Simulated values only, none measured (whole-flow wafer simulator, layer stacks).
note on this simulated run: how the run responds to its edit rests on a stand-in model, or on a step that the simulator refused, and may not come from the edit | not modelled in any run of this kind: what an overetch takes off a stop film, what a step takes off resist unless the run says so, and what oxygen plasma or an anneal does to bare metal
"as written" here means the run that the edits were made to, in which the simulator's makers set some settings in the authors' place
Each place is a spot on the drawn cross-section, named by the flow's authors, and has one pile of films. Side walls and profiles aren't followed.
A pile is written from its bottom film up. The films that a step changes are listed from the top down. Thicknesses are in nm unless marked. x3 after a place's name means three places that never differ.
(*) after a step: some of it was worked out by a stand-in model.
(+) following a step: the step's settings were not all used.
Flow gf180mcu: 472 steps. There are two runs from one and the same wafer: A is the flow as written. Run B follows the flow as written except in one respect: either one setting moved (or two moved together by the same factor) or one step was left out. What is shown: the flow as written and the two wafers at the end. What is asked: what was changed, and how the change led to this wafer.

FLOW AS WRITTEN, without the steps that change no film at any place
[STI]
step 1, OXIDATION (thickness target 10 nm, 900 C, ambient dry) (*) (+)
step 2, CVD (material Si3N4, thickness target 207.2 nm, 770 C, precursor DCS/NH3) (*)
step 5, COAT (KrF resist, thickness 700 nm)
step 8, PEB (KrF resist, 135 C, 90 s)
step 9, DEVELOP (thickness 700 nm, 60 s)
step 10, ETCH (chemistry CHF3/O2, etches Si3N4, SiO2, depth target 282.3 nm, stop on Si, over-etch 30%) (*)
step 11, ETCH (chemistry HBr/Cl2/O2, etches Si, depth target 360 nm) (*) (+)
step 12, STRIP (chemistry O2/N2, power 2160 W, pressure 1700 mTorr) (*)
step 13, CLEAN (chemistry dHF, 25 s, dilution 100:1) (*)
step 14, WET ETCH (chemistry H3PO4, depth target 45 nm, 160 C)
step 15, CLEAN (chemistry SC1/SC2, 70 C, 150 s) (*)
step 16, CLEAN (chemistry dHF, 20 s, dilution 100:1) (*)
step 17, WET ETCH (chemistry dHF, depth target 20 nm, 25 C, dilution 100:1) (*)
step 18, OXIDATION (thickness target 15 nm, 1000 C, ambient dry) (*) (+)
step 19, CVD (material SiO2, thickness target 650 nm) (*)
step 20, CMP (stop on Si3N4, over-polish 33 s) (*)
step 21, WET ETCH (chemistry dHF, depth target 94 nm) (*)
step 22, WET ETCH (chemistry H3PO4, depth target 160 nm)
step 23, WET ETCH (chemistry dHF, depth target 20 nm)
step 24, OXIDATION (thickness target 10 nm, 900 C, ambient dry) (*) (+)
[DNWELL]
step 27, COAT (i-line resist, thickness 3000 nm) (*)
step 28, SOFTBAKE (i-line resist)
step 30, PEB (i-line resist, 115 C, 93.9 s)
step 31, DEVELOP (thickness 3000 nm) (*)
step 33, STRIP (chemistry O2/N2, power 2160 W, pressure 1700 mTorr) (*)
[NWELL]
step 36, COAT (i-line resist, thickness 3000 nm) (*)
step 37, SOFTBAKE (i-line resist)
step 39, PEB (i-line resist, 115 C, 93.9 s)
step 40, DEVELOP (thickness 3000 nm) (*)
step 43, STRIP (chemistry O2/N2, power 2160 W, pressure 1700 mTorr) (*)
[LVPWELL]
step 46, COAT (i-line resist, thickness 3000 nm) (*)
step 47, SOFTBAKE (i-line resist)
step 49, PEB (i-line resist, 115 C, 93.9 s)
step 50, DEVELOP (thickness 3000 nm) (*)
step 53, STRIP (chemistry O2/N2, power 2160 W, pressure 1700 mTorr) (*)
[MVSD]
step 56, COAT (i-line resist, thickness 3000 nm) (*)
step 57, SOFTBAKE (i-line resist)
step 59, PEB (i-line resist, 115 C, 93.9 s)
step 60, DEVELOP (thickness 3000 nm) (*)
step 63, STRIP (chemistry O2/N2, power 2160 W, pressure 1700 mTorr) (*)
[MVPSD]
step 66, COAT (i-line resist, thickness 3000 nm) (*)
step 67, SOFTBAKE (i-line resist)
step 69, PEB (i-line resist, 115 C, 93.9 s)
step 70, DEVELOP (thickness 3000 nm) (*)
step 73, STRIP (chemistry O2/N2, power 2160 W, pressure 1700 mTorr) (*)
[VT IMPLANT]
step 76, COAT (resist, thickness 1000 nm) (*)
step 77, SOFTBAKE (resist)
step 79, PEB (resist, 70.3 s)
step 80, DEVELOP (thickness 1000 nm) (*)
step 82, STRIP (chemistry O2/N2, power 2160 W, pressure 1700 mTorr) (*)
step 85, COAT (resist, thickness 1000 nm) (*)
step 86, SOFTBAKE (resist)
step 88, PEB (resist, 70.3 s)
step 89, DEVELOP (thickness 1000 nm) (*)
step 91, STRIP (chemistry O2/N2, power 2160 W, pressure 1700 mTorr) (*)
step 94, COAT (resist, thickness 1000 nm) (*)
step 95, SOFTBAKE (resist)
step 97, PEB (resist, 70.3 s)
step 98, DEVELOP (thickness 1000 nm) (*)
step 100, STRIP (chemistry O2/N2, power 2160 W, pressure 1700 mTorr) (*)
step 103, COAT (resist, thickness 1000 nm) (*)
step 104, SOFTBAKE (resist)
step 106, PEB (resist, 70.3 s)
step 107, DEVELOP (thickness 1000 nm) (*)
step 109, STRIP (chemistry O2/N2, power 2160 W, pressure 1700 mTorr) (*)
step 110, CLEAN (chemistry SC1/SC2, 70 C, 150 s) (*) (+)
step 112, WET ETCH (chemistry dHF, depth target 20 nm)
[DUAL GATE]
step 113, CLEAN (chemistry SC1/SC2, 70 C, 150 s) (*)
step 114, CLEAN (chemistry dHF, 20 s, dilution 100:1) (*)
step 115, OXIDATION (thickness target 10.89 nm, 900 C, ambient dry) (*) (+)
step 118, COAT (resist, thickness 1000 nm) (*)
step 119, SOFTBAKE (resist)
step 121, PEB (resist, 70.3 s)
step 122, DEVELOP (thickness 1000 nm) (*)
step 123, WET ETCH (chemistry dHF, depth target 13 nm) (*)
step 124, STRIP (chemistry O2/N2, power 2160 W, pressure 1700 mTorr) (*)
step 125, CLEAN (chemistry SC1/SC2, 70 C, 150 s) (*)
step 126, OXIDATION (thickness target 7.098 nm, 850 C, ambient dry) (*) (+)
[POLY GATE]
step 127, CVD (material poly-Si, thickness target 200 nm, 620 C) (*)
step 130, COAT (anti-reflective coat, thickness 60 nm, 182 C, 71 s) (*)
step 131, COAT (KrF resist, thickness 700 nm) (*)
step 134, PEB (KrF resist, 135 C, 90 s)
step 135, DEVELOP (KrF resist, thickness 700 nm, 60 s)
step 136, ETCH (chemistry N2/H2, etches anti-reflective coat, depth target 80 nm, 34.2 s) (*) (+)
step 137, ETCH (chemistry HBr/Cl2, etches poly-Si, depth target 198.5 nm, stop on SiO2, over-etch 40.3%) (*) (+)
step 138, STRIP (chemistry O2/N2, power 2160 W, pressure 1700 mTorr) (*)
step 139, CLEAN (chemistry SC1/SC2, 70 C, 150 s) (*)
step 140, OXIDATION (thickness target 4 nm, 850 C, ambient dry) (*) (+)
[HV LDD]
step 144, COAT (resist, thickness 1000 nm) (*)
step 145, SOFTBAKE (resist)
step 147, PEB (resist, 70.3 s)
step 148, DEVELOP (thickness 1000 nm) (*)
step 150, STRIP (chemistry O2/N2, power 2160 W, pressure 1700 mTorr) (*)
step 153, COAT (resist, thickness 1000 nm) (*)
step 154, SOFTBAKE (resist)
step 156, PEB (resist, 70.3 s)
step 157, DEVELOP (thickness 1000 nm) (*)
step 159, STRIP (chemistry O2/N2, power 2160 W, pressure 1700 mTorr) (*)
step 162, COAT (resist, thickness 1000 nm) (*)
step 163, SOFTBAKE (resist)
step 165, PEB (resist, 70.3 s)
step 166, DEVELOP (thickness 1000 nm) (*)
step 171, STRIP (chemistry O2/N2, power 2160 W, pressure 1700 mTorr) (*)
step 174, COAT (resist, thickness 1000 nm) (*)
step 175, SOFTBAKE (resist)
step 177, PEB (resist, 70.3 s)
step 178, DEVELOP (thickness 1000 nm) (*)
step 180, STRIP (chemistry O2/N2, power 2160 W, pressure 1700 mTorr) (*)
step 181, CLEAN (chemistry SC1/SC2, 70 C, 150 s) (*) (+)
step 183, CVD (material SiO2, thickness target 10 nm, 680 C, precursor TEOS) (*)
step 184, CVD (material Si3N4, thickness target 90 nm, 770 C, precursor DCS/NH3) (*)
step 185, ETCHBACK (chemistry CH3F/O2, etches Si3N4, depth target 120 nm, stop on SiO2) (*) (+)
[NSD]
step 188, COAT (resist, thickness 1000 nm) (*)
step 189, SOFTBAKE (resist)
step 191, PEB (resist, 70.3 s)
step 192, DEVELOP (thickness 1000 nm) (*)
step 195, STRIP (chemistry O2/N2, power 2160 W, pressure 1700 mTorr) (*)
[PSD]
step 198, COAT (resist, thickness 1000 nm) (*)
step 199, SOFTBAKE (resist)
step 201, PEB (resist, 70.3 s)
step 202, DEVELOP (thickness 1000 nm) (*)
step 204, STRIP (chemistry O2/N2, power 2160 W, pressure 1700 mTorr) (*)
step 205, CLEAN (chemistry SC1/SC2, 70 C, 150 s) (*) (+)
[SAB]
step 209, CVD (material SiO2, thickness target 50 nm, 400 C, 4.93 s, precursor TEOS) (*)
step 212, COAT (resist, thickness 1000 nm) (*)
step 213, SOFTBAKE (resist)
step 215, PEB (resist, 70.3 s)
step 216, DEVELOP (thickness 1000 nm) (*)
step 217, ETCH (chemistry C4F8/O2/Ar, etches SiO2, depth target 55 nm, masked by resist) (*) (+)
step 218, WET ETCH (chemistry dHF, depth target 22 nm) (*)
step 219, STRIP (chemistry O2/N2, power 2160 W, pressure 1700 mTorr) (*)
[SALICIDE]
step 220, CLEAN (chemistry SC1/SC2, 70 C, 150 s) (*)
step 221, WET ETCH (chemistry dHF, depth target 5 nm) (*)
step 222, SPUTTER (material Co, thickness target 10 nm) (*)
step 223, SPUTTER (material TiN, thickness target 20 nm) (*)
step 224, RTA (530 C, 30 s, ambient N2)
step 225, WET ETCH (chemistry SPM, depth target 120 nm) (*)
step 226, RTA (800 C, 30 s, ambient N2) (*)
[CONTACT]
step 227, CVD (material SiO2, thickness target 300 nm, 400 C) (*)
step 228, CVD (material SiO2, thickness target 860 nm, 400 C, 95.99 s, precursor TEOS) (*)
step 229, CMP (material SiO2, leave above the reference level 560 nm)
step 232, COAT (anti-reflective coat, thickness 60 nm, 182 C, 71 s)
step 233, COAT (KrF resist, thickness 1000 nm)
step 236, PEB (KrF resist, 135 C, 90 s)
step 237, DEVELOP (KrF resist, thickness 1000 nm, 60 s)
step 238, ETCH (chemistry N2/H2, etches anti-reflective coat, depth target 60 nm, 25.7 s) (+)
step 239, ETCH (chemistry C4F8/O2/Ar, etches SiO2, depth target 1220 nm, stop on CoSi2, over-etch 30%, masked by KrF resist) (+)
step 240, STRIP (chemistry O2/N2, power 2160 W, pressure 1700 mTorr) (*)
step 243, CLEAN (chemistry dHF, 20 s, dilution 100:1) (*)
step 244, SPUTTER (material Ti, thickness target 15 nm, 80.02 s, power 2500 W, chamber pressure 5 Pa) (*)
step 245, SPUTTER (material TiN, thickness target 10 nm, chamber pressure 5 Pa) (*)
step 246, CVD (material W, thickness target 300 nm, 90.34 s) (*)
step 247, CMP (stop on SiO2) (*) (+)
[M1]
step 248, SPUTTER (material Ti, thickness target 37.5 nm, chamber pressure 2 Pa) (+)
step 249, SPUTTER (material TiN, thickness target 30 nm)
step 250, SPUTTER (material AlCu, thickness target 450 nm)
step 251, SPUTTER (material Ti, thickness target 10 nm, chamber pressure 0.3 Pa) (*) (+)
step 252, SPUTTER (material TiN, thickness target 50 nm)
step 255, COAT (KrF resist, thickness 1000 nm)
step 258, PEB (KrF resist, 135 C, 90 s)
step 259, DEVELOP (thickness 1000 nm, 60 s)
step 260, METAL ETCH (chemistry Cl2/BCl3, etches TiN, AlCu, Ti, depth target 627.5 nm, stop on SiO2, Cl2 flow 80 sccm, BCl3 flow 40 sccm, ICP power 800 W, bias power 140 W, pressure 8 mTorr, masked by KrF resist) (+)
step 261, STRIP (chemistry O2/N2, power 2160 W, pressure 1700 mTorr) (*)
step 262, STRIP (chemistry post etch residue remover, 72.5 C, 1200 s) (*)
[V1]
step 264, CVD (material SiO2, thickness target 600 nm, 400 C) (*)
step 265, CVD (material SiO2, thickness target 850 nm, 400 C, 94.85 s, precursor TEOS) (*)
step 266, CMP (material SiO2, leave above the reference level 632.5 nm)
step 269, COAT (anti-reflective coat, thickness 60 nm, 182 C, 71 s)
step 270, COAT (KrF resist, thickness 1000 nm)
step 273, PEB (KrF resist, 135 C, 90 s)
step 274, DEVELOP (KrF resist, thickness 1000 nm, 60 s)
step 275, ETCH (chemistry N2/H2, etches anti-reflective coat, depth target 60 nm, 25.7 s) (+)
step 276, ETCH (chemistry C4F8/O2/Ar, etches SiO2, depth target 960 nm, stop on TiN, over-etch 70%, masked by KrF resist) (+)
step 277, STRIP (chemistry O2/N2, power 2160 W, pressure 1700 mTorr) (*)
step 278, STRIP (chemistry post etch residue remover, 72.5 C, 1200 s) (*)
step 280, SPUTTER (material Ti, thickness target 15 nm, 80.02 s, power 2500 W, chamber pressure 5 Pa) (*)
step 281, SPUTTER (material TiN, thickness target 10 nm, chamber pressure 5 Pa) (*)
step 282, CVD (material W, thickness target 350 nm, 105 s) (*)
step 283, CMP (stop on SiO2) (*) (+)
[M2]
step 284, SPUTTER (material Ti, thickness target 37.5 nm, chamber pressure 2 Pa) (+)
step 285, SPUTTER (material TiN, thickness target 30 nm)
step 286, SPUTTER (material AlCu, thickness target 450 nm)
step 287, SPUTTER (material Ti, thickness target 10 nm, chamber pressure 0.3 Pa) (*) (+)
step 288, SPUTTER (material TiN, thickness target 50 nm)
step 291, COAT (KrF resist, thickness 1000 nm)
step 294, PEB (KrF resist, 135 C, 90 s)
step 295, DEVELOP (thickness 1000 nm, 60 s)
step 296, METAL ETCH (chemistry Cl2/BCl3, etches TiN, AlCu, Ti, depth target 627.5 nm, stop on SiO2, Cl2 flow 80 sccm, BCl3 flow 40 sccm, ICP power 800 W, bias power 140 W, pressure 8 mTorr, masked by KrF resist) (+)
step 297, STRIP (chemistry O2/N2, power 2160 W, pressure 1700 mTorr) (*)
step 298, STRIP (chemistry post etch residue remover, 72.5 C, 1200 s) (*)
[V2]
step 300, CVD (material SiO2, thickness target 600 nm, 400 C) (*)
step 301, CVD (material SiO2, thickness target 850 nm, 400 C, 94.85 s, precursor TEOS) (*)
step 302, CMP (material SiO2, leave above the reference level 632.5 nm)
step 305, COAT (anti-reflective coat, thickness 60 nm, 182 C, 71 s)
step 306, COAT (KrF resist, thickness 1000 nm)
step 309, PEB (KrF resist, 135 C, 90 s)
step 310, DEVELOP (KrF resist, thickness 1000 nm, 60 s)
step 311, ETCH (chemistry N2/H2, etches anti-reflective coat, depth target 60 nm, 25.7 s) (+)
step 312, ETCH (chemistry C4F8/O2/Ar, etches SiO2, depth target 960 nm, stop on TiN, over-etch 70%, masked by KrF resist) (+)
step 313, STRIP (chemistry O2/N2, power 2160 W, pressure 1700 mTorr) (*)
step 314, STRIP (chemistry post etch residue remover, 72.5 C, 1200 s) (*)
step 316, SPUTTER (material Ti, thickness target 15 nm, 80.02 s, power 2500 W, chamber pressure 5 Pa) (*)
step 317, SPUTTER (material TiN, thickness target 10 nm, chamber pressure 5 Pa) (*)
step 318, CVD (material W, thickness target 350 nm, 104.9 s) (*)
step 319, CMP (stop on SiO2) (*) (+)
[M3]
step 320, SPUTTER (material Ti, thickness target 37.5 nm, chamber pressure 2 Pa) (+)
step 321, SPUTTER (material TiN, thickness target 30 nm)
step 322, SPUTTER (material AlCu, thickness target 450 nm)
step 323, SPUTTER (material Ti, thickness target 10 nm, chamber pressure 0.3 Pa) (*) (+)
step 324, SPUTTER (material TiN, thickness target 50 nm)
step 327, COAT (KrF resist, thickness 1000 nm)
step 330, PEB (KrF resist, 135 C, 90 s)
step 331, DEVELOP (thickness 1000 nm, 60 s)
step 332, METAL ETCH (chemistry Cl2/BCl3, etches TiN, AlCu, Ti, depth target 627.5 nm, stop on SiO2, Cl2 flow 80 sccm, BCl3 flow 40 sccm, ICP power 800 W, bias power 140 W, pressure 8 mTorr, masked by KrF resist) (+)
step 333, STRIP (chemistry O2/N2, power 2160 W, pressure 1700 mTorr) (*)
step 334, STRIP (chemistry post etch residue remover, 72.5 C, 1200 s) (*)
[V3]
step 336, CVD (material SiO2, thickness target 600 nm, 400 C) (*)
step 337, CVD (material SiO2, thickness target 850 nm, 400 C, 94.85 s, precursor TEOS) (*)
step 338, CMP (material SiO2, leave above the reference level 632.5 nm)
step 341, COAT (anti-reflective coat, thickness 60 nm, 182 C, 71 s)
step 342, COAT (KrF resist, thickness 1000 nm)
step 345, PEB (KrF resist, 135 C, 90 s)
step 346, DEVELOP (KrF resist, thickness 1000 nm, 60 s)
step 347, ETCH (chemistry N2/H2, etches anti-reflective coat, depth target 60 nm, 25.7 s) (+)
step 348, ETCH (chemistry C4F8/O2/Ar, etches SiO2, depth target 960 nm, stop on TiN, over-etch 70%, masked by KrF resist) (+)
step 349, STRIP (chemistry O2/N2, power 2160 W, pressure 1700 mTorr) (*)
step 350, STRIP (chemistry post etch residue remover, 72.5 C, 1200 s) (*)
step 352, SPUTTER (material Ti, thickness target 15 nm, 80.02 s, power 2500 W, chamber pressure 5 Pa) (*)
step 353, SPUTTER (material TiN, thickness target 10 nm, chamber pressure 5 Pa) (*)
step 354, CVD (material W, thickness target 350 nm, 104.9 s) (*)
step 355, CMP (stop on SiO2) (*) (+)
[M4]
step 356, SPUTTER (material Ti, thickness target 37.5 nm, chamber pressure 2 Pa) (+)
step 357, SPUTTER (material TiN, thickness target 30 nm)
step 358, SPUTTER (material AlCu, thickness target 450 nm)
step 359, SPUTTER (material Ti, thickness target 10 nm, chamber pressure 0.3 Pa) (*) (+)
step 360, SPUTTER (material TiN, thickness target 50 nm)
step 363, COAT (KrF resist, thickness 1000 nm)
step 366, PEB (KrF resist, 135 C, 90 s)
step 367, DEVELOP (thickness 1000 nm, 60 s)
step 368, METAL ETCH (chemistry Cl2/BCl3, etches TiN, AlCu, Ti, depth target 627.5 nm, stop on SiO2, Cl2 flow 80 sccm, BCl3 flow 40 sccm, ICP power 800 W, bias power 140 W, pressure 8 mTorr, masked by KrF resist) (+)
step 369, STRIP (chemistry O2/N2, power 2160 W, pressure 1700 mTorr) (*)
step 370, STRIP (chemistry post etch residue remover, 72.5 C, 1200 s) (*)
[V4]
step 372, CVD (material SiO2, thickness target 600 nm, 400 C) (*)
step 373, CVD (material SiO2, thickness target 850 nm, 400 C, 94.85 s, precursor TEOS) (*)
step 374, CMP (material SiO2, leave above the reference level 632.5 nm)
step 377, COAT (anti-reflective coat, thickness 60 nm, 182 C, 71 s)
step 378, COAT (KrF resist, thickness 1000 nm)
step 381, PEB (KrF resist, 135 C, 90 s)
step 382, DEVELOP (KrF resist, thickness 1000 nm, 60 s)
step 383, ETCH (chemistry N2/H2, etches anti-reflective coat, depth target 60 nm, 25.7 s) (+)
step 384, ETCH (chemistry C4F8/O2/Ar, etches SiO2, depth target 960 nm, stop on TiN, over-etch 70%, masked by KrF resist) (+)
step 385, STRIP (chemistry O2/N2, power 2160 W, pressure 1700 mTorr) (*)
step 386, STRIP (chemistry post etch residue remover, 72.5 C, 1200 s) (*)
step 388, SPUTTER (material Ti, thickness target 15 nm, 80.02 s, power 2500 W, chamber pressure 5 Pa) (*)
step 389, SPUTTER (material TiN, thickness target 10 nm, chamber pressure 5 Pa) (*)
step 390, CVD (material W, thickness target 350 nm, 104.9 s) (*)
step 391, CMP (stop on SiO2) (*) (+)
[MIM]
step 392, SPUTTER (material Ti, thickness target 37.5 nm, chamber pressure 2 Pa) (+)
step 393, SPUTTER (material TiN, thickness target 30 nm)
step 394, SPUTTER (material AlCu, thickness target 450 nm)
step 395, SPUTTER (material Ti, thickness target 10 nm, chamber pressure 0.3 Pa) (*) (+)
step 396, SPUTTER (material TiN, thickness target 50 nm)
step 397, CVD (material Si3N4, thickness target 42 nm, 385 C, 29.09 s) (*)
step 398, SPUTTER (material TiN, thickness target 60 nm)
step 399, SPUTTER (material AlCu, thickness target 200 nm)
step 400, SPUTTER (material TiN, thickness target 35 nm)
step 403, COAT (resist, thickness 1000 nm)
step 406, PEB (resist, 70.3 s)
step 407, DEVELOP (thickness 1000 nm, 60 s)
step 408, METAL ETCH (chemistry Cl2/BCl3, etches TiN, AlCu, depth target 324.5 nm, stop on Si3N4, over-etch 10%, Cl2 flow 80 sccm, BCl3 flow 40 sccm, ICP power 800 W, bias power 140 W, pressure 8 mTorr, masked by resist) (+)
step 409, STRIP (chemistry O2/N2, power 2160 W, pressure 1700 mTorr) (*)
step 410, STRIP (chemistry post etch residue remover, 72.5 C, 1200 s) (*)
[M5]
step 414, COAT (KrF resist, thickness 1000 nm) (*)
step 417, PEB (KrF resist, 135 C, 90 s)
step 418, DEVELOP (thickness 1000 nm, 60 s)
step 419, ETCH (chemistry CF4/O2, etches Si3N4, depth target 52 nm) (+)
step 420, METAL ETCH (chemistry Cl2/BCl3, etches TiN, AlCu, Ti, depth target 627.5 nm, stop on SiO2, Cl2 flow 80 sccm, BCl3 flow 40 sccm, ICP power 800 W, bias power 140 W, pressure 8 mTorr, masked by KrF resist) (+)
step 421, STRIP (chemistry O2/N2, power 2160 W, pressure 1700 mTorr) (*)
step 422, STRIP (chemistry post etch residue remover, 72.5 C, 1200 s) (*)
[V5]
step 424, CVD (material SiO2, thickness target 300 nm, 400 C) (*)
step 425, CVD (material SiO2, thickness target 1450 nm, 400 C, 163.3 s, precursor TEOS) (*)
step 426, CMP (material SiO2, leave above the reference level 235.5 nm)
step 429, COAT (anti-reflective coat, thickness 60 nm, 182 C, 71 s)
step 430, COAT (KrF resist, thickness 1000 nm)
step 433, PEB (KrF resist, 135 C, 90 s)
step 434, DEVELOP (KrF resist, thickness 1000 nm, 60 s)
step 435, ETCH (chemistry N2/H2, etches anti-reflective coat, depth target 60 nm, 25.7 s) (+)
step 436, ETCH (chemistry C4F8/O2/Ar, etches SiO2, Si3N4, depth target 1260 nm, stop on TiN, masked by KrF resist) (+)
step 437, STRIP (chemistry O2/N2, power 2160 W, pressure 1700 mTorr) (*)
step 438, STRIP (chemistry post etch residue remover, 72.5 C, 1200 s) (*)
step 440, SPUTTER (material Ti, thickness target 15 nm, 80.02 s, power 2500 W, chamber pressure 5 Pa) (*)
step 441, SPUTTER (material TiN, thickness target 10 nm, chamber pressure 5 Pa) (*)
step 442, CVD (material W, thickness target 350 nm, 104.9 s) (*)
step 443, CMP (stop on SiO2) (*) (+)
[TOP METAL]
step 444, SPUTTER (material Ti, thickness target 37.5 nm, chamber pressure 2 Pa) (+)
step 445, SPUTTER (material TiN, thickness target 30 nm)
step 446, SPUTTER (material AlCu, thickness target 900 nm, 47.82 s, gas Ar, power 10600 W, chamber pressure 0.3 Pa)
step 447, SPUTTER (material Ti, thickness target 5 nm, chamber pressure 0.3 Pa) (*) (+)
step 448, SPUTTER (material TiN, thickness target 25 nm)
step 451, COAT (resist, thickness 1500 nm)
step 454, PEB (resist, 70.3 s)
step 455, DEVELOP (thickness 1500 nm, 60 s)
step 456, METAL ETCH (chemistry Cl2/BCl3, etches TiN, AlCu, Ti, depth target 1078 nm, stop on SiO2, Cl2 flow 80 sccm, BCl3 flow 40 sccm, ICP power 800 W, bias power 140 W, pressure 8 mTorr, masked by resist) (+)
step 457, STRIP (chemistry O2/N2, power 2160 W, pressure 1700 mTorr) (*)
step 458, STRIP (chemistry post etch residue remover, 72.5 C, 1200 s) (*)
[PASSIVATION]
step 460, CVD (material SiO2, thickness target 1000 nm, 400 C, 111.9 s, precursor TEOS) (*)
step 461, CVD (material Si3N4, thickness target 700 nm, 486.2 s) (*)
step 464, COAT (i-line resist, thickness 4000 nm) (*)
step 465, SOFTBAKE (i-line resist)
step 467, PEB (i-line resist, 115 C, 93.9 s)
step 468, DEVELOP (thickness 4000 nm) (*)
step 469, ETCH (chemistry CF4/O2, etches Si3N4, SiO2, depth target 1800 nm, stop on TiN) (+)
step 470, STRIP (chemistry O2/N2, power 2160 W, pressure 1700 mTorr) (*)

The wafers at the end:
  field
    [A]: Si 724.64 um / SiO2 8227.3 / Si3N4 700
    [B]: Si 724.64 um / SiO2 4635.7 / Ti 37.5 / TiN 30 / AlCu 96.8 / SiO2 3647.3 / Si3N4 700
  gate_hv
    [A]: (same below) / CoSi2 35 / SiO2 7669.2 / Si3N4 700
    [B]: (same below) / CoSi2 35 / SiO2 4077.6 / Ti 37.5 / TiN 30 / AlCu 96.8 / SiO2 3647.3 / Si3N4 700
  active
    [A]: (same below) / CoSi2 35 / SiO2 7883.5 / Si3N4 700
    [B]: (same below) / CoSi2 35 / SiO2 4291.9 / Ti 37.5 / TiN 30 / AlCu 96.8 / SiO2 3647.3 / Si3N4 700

Cause: step 358, SPUTTER: thickness target 670 nm was run, while the flow as written has thickness target 450 nm.

Step by step, how the change led to this:
  step 358, SPUTTER (material AlCu, thickness target 450 nm)
      field, field__w1, field__w2 and 108 more: A AlCu gains 450 (new film) | B AlCu gains 670 (new film)
  step 368, METAL ETCH (chemistry Cl2/BCl3, etches TiN, AlCu, Ti, depth target 627.5 nm, stop on SiO2, Cl2 flow 80 sccm, BCl3 flow 40 sccm, ICP power 800 W, bias power 140 W, pressure 8 mTorr, masked by KrF resist) (+)
      field, field__w1, field__w2 and 103 more: A TiN loses 50 (all of it), Ti loses 10 (all of it), AlCu loses 450 (all of it), TiN loses 30 (all of it), Ti loses 37.5 (all of it) | B TiN loses 50 (all of it), Ti loses 10 (all of it), AlCu loses 567.5
  step 370, STRIP (chemistry post etch residue remover, 72.5 C, 1200 s) (*)
      field, field__w1, field__w2 and 103 more: A nothing | B AlCu loses 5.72
  step 372, CVD (material SiO2, thickness target 600 nm, 400 C) (*)
      field, field__w1, field__w2 and 103 more: A SiO2 gains 600 | B SiO2 gains 600 (new film)
  step 374, CMP (material SiO2, leave above the reference level 632.5 nm)
      field, field__w1, field__w2 and 103 more: A SiO2 loses 300 | B SiO2 loses 244.3
Taking metal films that touch as one body, field has 1 body; the flow as written gives 0 bodies.
Taking metal films that touch as one body, gate_hv has 2 bodies (between them, from the top down: SiO2 4077.6); the flow as written gives 1 body.
Taking metal films that touch as one body, active has 2 bodies (between them, from the top down: SiO2 4291.9); the flow as written gives 1 body.
